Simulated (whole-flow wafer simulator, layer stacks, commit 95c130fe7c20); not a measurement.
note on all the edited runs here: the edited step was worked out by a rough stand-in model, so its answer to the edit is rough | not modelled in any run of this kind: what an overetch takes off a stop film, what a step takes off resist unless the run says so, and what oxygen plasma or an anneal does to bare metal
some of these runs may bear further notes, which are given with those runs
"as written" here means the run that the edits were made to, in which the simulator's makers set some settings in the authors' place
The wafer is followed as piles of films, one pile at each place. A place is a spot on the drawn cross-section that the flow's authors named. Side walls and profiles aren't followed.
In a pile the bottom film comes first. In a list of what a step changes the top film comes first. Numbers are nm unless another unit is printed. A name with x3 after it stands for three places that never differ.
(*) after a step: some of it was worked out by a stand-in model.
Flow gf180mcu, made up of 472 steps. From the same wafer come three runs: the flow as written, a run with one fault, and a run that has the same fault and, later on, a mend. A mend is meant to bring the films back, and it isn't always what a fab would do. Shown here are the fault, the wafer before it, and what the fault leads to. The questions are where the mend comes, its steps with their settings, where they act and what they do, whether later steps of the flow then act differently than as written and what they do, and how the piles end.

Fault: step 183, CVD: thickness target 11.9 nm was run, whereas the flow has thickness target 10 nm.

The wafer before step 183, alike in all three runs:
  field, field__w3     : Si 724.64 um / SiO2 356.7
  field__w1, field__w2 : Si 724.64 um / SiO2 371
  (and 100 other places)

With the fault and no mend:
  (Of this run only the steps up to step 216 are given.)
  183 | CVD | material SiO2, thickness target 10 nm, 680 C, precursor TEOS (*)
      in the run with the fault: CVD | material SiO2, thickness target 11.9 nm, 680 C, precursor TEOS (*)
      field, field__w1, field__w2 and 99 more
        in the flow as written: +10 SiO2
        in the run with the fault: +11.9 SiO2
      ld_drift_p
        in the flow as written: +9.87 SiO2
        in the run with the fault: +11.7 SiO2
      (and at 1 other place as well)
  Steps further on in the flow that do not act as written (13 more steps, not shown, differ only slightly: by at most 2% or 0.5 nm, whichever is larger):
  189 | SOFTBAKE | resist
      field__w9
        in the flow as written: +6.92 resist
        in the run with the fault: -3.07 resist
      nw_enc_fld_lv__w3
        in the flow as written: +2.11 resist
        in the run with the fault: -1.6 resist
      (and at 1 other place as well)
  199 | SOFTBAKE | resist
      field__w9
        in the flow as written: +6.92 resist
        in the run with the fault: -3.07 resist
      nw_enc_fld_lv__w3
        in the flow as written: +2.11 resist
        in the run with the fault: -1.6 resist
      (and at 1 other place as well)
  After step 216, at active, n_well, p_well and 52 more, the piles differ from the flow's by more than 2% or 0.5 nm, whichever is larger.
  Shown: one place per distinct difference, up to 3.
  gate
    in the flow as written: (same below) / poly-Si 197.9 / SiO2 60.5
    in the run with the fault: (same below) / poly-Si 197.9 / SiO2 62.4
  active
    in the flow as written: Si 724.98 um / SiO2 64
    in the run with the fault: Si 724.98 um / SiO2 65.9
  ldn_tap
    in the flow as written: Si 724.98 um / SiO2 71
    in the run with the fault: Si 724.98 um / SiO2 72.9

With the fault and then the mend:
  The mend stands after step 183.
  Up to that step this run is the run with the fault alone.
  183a | WET ETCH | chemistry dHF, depth target 1.9 nm, 25 C, dilution 100:1 (the flow's step 17 again, with other settings)
      field, field__w1, field__w2 and 101 more
        -1.9 SiO2
  Later steps of the flow that are run all act as written at every place that is followed, up to a difference of at most 2% or 0.5 nm, whichever is larger.
  At the end the piles are close to the flow's at the places that both follow, differing by at most 2% or 0.5 nm, whichever is larger.
